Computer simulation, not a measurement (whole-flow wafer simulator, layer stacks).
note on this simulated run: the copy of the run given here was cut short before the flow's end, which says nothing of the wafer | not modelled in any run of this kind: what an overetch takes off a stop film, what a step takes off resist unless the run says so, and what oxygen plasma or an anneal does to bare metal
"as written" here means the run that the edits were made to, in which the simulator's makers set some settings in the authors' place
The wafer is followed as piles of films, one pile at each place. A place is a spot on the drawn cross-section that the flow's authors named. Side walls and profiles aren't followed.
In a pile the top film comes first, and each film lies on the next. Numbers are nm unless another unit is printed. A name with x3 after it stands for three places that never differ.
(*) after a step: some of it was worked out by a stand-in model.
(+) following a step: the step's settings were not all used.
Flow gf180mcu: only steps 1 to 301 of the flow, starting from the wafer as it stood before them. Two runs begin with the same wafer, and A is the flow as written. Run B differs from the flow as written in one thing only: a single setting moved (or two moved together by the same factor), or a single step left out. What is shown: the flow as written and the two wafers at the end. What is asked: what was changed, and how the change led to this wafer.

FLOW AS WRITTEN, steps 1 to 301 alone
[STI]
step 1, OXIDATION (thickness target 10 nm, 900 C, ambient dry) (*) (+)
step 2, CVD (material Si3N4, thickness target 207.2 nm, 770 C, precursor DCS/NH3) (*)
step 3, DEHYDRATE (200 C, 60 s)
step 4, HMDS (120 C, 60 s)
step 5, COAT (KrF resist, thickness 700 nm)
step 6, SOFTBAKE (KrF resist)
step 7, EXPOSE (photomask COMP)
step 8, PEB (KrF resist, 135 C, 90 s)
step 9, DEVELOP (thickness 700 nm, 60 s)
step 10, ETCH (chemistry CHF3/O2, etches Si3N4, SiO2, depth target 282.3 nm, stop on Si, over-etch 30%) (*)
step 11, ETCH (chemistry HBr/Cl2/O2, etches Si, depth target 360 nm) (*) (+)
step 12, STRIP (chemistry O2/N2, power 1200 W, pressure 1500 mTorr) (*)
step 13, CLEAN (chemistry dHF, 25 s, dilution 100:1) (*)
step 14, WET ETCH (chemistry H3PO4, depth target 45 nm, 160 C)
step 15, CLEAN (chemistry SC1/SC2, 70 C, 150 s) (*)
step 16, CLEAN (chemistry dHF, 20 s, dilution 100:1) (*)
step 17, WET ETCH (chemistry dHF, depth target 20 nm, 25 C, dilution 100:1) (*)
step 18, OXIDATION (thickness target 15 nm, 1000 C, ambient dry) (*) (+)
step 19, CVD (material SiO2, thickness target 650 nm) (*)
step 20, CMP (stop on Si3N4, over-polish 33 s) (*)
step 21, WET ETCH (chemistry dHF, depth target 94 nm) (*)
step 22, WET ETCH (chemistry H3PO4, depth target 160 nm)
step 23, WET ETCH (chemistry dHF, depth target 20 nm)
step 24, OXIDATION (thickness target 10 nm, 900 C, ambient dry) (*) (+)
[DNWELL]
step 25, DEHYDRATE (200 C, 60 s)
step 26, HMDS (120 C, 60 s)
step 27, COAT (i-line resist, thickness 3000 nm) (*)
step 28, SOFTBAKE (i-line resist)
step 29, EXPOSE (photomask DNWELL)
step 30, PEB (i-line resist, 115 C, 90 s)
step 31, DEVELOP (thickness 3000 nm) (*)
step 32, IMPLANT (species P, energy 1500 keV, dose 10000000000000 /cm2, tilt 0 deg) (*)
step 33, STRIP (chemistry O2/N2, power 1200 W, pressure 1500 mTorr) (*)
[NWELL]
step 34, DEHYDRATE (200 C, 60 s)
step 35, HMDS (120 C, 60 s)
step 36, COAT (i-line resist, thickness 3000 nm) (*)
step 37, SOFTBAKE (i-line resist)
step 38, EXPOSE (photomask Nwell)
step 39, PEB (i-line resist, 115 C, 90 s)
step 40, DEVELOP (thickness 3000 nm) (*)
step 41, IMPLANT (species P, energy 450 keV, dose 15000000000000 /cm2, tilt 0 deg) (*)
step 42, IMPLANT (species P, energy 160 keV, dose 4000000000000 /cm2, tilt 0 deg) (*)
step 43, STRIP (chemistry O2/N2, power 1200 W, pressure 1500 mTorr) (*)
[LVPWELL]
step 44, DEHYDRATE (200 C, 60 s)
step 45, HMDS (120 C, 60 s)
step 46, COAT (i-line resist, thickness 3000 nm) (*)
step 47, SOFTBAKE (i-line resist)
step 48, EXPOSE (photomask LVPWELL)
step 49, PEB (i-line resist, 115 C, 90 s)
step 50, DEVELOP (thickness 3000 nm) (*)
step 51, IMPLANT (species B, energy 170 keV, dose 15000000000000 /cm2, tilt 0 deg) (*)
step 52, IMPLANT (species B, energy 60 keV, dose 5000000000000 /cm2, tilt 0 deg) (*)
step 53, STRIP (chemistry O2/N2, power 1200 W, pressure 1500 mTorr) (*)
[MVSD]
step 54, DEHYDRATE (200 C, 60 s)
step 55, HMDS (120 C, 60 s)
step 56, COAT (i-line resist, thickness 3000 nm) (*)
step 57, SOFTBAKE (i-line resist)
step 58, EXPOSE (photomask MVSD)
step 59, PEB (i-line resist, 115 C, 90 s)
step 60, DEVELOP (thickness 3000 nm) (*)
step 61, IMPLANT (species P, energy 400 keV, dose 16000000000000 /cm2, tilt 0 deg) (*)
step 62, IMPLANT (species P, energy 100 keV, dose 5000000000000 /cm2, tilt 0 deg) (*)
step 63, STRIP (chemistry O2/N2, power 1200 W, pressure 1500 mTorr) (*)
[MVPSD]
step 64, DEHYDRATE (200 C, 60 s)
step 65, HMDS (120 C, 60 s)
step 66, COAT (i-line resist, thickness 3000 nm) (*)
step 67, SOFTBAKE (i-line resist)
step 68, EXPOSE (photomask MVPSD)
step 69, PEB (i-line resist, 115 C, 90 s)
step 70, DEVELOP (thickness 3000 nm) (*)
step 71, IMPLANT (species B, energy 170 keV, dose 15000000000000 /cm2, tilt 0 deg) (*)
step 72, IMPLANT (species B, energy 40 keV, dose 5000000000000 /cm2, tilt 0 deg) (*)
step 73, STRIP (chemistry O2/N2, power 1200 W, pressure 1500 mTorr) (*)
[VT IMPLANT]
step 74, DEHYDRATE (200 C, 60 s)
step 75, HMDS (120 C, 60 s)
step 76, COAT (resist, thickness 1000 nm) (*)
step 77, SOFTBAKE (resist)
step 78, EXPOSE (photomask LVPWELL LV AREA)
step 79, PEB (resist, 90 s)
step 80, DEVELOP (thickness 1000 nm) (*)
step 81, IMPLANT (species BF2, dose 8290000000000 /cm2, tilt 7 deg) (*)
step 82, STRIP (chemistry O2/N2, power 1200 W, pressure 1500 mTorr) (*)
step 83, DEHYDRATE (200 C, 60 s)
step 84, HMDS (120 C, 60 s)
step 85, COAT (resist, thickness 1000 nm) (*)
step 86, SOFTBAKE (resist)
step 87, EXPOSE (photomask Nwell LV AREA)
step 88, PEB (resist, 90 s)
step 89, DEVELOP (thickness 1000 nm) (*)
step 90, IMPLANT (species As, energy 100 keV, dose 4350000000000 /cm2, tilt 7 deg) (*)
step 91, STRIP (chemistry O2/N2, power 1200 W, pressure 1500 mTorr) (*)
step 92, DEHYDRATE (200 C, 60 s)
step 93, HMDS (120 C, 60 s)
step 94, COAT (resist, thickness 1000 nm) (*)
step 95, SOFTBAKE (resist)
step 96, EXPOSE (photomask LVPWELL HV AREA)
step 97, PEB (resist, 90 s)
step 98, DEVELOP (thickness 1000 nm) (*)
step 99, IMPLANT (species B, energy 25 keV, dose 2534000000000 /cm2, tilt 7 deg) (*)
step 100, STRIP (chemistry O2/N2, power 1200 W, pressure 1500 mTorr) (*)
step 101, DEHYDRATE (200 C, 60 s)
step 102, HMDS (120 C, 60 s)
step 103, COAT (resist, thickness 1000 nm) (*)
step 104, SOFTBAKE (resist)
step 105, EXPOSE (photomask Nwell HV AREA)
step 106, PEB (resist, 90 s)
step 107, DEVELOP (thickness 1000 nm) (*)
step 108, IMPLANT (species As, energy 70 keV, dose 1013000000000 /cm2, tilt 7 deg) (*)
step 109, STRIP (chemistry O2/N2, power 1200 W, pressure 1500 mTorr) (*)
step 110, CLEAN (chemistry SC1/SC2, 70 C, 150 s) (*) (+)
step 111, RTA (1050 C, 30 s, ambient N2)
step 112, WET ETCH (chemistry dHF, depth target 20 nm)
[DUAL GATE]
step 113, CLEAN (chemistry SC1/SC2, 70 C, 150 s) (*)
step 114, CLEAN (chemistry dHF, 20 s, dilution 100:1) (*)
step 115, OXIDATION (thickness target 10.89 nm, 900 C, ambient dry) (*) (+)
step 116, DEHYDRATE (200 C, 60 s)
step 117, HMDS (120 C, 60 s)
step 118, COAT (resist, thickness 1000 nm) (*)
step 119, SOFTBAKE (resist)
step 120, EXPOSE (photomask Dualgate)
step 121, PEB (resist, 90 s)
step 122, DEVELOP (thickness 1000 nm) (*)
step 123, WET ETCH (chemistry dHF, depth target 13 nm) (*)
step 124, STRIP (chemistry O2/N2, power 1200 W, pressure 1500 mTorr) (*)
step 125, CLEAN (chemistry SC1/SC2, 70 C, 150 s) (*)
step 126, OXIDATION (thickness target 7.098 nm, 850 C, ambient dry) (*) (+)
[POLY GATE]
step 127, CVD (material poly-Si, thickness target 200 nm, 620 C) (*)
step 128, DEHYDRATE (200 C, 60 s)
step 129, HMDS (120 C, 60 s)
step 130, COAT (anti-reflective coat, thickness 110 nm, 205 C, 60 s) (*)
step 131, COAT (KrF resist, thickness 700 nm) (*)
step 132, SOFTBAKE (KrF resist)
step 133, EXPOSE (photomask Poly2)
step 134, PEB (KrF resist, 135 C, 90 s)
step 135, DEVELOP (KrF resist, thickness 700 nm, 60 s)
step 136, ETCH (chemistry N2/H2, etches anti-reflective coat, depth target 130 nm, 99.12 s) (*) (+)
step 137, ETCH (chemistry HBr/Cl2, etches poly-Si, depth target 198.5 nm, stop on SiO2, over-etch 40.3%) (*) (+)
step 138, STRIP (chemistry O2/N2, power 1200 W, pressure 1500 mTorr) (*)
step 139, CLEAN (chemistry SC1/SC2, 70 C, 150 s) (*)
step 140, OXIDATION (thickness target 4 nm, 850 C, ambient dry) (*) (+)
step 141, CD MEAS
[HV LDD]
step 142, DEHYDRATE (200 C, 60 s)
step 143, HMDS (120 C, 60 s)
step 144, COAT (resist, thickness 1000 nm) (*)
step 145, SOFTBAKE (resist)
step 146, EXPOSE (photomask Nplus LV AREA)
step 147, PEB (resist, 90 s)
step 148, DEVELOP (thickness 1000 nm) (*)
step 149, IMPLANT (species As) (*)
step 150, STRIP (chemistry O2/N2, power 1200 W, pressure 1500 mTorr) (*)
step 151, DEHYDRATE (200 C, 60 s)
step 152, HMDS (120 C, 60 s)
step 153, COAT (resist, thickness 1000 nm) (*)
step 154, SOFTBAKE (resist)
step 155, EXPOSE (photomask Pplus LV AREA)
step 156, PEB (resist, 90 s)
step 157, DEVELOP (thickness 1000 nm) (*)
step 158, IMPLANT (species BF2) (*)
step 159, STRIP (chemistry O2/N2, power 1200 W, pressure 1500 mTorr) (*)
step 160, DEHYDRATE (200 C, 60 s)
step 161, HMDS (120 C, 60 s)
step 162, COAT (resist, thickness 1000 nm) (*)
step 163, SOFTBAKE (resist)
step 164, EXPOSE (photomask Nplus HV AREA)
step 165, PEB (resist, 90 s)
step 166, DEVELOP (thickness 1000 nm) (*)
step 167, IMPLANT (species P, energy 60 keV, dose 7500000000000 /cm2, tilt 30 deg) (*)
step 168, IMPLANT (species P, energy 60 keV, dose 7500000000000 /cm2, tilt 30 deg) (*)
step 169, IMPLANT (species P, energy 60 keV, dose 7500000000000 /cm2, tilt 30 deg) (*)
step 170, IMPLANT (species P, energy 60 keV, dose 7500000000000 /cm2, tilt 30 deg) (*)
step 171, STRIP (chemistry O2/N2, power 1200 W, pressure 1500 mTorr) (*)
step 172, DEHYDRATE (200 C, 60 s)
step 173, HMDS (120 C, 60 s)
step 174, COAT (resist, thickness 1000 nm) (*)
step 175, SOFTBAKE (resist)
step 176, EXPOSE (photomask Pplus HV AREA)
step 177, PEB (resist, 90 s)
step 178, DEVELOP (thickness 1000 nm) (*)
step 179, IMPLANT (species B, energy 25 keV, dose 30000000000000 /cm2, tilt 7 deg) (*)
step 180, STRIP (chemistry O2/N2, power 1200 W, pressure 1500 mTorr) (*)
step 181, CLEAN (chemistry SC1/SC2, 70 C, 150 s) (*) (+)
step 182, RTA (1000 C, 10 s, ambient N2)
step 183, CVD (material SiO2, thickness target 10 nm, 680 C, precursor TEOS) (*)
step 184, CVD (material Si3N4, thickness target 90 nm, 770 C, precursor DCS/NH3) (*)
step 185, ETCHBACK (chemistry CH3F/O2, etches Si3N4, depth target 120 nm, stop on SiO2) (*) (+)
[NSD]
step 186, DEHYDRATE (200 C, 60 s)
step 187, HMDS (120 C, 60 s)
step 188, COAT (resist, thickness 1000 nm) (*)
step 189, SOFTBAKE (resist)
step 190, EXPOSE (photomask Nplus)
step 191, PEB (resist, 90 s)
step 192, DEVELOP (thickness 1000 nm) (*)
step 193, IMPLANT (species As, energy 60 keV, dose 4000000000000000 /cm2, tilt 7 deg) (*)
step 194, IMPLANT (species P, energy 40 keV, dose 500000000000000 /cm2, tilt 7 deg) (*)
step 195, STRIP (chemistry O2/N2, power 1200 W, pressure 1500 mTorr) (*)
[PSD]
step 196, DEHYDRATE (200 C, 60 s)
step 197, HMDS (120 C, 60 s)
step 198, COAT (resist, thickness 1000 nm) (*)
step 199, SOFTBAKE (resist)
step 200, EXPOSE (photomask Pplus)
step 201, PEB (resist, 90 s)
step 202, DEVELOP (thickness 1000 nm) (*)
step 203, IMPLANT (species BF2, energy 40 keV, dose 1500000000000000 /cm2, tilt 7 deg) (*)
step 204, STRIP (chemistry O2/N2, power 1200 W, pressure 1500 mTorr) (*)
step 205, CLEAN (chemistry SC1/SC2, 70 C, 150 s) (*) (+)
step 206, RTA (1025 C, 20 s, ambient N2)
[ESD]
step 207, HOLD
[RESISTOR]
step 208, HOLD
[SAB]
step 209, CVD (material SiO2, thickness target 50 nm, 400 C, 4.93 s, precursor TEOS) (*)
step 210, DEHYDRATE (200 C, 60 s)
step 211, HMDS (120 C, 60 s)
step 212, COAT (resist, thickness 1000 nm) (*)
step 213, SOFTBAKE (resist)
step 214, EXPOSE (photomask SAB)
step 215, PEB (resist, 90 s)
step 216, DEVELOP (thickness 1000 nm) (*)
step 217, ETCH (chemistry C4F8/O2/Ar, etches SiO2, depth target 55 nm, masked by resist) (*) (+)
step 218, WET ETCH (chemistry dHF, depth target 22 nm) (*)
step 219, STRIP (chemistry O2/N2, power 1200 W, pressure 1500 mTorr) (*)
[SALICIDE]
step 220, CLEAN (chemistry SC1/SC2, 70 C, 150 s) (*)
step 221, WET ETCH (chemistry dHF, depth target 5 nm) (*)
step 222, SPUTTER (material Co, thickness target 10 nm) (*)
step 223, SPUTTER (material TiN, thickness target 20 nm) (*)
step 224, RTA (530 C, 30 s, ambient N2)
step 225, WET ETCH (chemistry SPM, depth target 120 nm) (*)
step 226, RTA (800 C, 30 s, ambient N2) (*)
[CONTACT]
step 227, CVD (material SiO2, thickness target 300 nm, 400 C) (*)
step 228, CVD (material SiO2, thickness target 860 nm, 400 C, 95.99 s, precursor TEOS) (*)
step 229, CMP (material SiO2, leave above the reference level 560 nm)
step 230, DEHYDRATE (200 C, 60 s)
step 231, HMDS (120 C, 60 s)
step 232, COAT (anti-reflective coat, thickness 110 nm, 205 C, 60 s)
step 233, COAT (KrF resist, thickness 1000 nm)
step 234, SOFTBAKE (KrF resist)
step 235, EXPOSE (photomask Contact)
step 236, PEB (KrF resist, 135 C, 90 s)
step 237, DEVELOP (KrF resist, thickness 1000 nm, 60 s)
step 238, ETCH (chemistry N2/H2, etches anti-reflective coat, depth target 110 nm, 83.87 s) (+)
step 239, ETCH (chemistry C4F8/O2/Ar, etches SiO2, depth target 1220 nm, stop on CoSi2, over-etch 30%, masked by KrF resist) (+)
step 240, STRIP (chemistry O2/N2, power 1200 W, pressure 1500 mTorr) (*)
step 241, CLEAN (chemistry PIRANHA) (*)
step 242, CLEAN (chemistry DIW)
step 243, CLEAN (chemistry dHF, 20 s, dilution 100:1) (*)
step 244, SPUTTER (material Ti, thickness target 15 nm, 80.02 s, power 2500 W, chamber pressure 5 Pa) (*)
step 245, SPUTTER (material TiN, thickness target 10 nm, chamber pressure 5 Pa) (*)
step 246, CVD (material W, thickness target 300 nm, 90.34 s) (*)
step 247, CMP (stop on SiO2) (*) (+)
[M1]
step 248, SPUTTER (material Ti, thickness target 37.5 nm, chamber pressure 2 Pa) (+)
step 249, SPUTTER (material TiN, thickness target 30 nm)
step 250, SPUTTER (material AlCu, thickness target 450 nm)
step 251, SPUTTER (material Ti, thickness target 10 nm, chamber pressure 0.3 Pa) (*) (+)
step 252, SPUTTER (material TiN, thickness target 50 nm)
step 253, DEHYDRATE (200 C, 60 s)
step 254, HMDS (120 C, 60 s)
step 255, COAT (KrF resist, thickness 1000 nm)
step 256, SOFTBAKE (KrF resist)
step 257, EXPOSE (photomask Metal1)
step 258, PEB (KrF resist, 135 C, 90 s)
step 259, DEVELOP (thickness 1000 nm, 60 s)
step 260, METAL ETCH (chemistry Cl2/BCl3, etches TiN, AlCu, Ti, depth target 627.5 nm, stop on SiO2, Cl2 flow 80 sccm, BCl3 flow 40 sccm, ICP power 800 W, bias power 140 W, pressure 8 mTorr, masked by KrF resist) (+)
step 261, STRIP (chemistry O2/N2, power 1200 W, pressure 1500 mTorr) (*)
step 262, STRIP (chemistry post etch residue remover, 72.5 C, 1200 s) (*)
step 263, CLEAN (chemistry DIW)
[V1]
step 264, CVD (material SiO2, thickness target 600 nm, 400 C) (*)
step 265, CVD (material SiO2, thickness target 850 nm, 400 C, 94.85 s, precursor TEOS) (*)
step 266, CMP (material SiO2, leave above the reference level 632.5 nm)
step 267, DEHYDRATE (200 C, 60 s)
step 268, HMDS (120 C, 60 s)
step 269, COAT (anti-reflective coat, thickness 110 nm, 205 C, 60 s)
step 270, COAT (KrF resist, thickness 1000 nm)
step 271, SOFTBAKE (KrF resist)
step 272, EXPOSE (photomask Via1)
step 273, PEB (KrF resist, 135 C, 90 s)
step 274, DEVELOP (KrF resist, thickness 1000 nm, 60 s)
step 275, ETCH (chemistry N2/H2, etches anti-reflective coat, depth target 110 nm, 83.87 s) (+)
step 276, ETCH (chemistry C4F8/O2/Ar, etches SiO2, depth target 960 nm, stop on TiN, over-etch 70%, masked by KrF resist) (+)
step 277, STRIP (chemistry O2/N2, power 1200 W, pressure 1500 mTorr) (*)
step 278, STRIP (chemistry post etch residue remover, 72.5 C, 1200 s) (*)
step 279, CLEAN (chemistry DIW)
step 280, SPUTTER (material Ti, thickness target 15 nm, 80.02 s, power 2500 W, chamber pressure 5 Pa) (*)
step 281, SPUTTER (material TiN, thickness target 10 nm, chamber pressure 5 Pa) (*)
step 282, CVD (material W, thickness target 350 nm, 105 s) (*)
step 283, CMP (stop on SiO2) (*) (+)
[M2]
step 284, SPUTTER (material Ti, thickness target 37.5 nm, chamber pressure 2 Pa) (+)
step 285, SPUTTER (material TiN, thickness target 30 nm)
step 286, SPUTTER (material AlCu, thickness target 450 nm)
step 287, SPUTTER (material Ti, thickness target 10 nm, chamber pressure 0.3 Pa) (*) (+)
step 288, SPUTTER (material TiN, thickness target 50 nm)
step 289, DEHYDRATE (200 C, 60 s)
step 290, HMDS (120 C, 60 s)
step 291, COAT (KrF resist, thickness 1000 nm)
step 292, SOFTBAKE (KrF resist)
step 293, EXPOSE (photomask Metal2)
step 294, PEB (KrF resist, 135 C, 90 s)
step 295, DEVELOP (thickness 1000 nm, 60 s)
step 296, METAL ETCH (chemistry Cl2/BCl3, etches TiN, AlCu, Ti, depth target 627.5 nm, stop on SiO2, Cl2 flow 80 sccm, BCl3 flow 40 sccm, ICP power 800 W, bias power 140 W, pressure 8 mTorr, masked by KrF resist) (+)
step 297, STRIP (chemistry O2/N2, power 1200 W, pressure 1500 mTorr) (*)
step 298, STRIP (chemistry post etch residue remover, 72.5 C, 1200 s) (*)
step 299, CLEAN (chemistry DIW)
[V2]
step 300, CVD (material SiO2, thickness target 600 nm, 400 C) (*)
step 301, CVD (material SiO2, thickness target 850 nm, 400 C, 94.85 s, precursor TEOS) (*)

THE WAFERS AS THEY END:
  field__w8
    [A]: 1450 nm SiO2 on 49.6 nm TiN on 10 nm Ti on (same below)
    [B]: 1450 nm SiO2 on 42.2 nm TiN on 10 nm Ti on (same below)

The reason: step 288, SPUTTER: thickness target 42.6 nm was run, while the flow as written has thickness target 50 nm.

The path from the change to this, step by step:
  step 288, SPUTTER (material TiN, thickness target 50 nm)
      field, field__w1, field__w2 and 108 more: A TiN gains 50 (new film) | B TiN gains 42.6 (new film)
  step 296, METAL ETCH (chemistry Cl2/BCl3, etches TiN, AlCu, Ti, depth target 627.5 nm, stop on SiO2, Cl2 flow 80 sccm, BCl3 flow 40 sccm, ICP power 800 W, bias power 140 W, pressure 8 mTorr, masked by KrF resist) (+)
      field, field__w1, field__w2 and 103 more: A TiN loses 50 (all of it), Ti loses 10 (all of it), AlCu loses 450 (all of it), TiN loses 30 (all of it), Ti loses 37.5 (all of it) | B TiN loses 42.6 (all of it), Ti loses 10 (all of it), AlCu loses 450 (all of it), TiN loses 30 (all of it), Ti loses 37.5 (all of it)
